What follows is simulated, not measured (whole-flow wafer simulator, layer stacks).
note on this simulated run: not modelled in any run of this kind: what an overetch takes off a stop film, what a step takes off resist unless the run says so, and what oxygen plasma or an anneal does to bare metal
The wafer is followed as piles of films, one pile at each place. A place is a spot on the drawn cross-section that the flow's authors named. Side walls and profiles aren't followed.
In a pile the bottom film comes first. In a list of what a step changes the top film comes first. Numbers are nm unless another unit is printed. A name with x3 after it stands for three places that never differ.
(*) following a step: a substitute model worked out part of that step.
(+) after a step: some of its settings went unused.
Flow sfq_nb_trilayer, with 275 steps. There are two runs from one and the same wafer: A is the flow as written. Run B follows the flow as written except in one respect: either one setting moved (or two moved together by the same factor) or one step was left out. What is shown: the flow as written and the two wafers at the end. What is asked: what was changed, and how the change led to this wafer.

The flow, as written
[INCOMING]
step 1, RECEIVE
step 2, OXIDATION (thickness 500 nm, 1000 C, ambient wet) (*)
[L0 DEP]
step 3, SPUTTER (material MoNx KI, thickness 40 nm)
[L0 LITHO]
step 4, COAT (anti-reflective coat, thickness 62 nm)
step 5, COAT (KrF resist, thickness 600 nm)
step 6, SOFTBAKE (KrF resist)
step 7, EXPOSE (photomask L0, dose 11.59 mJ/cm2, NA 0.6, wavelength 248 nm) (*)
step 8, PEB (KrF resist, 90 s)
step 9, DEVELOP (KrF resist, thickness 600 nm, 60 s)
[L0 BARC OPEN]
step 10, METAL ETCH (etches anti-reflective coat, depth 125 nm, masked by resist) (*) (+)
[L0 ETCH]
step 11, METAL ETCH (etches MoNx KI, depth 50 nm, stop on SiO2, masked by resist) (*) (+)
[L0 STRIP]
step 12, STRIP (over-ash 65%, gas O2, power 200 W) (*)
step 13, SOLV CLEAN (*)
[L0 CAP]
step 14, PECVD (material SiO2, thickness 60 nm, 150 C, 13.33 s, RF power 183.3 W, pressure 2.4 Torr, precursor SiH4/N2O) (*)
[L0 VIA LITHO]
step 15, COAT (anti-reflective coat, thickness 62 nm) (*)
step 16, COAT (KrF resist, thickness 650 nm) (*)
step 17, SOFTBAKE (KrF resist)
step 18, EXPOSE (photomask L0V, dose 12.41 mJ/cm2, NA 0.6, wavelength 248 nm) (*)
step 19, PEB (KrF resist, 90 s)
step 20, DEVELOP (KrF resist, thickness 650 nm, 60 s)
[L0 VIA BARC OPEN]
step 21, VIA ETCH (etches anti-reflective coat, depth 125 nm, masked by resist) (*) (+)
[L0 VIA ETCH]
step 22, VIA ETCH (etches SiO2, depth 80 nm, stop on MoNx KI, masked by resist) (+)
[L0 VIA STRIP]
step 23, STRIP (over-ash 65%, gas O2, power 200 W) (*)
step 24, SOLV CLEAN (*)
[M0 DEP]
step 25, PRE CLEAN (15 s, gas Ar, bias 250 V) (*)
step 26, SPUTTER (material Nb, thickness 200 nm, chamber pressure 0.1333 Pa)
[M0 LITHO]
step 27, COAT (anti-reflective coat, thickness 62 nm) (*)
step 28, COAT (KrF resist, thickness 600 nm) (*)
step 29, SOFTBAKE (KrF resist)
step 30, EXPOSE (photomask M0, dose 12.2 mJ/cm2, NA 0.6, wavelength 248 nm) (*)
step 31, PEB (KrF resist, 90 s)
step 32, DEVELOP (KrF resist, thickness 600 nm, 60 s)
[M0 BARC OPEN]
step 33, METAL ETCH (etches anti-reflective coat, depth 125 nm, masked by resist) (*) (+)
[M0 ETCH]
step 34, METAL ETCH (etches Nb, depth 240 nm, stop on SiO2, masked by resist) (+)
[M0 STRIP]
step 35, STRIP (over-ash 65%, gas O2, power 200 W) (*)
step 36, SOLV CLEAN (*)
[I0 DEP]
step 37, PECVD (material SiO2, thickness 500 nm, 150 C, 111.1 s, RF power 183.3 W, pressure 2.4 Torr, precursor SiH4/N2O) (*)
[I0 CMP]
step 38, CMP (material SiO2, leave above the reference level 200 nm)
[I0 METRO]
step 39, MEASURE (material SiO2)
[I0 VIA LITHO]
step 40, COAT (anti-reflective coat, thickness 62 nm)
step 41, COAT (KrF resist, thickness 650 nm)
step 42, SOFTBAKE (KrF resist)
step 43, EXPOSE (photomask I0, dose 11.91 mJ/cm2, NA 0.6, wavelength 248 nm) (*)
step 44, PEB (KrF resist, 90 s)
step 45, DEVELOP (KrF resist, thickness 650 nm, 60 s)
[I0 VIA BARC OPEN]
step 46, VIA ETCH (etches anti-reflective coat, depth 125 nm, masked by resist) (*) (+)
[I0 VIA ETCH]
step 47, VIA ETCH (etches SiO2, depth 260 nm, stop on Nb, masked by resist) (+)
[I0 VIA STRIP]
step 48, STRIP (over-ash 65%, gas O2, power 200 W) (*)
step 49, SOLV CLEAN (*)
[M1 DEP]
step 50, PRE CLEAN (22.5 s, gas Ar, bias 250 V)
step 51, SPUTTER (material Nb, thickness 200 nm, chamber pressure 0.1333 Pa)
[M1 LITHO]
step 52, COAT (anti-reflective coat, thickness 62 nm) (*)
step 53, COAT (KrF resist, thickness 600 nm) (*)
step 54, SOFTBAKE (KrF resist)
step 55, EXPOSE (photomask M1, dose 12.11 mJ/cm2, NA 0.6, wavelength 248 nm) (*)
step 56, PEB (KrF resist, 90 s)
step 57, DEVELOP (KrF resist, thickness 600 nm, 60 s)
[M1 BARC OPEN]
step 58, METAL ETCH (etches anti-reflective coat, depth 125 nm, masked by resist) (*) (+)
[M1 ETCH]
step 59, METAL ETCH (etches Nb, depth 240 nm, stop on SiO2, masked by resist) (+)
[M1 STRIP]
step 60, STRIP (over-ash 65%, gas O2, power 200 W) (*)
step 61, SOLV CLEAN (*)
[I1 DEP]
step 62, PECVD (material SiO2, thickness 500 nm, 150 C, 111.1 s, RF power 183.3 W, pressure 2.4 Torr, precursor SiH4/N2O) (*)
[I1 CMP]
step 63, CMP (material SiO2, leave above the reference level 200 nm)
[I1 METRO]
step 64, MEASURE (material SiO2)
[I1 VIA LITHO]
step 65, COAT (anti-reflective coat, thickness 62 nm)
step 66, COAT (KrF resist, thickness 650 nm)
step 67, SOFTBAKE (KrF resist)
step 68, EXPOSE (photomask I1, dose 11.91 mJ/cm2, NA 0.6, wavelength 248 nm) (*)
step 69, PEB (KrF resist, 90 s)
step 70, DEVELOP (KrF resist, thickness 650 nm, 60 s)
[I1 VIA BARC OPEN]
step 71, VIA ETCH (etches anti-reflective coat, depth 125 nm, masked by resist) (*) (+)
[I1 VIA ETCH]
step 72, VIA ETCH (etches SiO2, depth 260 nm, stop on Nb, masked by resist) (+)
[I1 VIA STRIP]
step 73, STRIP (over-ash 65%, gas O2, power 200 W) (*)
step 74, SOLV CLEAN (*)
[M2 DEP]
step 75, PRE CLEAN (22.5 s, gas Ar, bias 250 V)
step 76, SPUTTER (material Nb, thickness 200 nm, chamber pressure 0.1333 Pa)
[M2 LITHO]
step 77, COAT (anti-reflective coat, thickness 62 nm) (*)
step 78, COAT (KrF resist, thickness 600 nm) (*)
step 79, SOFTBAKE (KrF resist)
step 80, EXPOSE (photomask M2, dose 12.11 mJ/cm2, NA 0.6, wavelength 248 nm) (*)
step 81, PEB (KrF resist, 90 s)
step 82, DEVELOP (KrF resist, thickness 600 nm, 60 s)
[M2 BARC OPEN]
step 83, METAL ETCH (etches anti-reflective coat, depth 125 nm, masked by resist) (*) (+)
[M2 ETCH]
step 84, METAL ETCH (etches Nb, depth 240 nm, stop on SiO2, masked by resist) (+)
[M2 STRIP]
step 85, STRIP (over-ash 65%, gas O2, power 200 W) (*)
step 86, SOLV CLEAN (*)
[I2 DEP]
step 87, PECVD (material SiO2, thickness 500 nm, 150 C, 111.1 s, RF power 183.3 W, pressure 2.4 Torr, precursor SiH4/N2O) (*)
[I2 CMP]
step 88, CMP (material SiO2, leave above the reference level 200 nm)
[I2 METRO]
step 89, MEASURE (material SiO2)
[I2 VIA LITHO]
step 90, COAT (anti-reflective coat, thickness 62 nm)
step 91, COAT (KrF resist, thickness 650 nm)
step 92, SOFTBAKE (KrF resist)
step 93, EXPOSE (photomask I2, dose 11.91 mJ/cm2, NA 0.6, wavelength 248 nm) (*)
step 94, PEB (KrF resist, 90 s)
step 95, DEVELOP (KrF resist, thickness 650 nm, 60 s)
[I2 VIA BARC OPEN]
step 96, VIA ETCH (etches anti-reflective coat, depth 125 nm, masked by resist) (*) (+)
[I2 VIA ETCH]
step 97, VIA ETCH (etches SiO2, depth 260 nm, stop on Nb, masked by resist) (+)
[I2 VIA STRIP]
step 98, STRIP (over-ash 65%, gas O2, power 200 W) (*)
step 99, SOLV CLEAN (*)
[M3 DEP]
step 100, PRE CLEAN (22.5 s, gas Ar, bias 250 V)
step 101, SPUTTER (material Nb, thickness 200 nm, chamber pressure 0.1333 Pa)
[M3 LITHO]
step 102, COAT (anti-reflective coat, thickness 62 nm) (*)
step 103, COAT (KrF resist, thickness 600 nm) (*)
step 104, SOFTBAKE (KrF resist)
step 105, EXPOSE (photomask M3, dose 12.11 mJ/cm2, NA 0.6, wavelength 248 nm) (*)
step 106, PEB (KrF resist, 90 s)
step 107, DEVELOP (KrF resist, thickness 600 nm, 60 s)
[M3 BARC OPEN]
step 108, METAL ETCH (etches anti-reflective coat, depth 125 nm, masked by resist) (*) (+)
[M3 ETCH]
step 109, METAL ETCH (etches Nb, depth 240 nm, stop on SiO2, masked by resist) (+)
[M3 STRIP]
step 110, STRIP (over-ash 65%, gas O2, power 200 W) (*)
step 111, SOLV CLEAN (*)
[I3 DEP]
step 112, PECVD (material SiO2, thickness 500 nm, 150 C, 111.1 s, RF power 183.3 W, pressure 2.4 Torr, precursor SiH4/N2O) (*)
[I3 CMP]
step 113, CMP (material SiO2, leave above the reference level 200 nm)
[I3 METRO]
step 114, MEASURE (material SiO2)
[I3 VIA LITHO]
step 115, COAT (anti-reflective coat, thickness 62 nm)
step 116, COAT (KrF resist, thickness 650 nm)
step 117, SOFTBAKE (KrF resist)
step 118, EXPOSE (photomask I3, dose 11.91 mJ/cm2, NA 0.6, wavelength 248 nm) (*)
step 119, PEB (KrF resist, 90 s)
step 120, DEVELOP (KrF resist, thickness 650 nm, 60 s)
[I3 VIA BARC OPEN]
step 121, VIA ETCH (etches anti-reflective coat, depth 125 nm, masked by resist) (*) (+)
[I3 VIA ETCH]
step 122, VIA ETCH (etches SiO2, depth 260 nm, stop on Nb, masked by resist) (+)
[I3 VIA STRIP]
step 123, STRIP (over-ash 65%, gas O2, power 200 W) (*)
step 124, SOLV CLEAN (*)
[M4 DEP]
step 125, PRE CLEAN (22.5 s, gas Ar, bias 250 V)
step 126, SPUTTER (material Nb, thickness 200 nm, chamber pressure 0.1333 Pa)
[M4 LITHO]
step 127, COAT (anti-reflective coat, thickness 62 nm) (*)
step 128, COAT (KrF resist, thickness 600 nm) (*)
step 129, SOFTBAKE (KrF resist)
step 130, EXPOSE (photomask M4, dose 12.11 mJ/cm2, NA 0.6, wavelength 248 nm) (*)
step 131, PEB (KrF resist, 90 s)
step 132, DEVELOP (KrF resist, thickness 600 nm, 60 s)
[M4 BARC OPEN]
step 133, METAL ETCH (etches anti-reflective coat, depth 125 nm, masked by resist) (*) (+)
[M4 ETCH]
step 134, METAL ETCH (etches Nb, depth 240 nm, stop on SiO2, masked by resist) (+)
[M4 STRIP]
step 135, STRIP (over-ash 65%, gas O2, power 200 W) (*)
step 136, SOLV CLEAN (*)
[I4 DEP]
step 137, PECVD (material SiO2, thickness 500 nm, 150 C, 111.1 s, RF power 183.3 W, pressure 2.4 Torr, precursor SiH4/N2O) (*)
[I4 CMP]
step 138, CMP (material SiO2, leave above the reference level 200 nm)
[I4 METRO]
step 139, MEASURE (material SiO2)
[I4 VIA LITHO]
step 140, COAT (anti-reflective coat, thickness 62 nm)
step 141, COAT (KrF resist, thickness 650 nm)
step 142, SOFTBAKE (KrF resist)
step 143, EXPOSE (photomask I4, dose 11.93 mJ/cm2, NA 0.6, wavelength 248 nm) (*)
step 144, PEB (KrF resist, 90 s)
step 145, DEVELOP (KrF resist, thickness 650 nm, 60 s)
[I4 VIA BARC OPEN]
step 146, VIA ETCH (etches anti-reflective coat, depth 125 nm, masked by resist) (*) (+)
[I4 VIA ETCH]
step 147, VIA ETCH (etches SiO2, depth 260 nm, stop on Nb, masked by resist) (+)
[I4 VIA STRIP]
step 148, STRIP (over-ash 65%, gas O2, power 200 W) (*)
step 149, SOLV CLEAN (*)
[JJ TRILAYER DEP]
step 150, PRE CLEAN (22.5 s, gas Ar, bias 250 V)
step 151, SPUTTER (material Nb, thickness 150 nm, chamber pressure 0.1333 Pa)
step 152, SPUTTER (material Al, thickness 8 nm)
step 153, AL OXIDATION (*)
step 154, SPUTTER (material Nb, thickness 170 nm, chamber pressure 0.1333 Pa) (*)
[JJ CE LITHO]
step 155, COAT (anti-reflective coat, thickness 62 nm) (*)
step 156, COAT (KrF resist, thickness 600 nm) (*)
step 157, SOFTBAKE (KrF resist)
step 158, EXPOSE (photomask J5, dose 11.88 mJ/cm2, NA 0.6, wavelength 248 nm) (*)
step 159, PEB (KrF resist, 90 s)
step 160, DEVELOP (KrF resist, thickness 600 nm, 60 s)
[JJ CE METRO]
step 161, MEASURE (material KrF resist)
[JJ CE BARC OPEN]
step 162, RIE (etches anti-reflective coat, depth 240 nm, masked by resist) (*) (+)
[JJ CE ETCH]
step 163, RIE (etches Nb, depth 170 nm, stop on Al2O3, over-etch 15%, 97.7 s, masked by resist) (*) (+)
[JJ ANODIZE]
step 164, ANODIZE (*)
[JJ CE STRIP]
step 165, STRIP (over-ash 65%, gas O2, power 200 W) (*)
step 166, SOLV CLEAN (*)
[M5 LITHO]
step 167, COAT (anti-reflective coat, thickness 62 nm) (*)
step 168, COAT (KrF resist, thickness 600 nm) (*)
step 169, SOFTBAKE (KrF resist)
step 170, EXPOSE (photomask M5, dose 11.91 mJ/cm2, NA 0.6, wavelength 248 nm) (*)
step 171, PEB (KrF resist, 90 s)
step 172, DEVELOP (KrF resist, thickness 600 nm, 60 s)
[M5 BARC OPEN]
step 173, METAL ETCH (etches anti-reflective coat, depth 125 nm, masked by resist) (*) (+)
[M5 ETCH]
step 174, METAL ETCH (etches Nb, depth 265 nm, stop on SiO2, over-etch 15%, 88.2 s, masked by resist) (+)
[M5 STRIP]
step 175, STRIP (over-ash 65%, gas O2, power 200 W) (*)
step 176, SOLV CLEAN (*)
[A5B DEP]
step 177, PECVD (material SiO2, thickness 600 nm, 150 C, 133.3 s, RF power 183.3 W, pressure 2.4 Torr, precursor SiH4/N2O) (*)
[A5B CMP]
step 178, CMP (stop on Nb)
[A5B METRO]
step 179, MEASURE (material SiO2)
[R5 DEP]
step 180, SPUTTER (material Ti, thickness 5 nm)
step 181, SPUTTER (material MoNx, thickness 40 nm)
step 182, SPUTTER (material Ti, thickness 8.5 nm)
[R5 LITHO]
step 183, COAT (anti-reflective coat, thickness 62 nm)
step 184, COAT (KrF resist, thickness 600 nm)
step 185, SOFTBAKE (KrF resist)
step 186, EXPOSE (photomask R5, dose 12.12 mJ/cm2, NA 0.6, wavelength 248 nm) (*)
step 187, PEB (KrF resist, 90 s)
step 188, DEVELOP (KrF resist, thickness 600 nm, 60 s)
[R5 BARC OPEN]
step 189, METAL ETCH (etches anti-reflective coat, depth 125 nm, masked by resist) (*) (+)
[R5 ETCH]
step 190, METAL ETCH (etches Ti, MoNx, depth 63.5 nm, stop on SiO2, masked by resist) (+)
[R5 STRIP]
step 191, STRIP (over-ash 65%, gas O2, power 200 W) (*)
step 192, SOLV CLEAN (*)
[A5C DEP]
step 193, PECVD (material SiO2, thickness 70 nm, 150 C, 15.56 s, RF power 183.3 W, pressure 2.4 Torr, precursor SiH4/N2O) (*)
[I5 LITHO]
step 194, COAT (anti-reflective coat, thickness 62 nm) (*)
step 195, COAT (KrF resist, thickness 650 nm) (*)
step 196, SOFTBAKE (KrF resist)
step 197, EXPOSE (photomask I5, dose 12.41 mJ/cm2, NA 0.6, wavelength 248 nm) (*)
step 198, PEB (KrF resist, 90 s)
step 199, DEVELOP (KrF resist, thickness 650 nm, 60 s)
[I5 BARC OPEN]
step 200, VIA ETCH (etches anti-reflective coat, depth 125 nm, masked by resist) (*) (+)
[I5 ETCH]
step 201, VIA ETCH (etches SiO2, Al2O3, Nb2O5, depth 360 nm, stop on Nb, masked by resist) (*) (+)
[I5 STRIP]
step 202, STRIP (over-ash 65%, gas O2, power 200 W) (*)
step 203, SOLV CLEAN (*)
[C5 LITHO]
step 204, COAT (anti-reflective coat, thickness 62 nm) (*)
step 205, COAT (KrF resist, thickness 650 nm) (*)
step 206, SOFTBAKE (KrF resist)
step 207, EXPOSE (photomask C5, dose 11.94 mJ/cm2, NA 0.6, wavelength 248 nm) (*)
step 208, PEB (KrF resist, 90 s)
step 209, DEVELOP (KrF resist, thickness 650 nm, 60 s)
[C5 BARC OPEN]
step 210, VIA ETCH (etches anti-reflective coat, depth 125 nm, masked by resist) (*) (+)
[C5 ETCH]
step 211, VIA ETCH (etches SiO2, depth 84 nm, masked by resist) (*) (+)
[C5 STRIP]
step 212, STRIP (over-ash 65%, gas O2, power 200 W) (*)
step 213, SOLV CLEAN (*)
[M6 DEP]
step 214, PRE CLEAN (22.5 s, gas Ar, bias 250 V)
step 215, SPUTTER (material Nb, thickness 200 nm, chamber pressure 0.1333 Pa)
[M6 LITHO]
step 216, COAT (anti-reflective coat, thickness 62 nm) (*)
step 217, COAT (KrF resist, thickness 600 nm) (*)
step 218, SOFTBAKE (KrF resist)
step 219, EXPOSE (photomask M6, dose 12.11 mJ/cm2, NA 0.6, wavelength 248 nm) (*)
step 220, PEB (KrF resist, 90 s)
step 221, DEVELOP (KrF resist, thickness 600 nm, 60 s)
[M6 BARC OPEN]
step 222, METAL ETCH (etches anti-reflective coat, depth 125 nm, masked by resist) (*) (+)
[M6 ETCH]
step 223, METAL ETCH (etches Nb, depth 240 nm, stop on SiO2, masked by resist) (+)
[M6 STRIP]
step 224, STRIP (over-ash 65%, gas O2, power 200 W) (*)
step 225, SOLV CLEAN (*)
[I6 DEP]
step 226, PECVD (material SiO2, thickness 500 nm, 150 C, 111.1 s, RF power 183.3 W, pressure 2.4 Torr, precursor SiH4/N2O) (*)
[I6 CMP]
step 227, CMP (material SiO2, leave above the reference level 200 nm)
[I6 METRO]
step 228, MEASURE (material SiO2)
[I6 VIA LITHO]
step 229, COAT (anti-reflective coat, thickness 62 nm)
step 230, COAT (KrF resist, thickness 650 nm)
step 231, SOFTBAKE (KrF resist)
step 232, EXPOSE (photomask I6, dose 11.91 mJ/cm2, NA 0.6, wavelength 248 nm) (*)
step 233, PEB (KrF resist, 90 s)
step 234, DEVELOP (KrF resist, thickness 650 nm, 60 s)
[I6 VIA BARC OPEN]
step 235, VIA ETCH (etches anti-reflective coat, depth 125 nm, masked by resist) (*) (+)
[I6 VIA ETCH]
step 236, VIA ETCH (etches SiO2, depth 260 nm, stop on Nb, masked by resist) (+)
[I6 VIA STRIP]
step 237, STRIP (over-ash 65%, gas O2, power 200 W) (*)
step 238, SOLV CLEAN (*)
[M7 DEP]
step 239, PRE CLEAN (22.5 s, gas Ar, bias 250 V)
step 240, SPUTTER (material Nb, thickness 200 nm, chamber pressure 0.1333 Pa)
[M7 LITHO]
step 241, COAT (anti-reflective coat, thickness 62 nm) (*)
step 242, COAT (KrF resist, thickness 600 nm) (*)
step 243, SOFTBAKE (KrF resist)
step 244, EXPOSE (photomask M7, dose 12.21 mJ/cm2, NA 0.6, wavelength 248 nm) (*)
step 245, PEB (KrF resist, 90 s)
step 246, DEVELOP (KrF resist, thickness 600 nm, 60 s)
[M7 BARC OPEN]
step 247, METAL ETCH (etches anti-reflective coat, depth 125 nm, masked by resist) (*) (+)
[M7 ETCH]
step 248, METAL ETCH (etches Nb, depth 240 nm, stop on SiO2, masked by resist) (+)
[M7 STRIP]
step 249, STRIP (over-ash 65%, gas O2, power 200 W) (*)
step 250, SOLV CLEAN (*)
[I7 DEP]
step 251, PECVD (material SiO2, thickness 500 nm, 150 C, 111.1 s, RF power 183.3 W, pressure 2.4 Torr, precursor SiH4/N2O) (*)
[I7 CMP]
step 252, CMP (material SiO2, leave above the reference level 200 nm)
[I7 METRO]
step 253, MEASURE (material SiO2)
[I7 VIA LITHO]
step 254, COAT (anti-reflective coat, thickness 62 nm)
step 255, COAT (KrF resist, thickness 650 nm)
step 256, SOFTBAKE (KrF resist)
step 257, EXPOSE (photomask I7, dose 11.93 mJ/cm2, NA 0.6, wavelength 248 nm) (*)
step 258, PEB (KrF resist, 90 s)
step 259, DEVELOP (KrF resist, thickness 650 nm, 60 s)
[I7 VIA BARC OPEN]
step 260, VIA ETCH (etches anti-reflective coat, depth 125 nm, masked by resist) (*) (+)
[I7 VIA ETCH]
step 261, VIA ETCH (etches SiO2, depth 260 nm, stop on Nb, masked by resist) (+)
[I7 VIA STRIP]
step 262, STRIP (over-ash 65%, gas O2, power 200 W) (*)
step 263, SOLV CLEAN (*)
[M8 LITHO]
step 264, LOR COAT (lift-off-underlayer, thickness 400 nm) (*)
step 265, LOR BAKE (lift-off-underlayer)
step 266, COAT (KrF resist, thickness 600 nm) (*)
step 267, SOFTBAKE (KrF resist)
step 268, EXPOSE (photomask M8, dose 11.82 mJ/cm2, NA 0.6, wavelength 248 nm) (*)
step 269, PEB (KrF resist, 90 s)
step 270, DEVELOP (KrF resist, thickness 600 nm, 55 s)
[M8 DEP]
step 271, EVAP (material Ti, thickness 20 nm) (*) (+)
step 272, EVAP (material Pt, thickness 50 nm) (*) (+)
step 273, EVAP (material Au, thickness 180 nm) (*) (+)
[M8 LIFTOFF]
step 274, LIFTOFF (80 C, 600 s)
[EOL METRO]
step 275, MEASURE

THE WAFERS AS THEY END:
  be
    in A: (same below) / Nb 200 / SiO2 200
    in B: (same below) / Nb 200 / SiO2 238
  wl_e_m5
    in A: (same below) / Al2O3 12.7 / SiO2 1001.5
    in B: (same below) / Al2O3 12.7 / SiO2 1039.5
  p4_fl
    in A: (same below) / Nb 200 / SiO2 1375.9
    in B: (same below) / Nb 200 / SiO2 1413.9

Cause: step 252, CMP: leave above the reference level 238 nm was run, while the flow as written has leave above the reference level 200 nm.
The wafer itself shows it: be has SiO2 238, and step 252 as written asks for 200 nm.

How this came from the change, step by step:
  step 252, CMP (material SiO2, leave above the reference level 200 nm)
      field_l, p4_fl, p4_fm and 56 more: A -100 SiO2 | B -62 SiO2
      v_sur, via_wl, via_w and 37 more: A -300 SiO2 | B -262 SiO2
      (as well as at 7 more places)
  step 261, VIA ETCH (etches SiO2, depth 260 nm, stop on Nb, masked by resist) (+)
      via_wl, via_w, via_wr: A -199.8 SiO2 (all of it) | B -237.8 SiO2 (all of it)
  step 264, LOR COAT (lift-off-underlayer, thickness 400 nm) (*)
      via_wl, via_wr: A +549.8 lift-off-underlayer (new film) | B +578.2 lift-off-underlayer (new film)
      via_w: A +536.4 lift-off-underlayer (new film) | B +562.3 lift-off-underlayer (new film)
  step 270, DEVELOP (KrF resist, thickness 600 nm, 55 s)
      via_wl: A -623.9 KrF resist (all of it), -549.8 lift-off-underlayer (all of it) | B -628.6 KrF resist (all of it), -578.2 lift-off-underlayer (all of it)
      via_w: A -635.4 KrF resist (all of it), -536.4 lift-off-underlayer (all of it) | B -642.4 KrF resist (all of it), -562.3 lift-off-underlayer (all of it)
      (as well as at 1 more place)
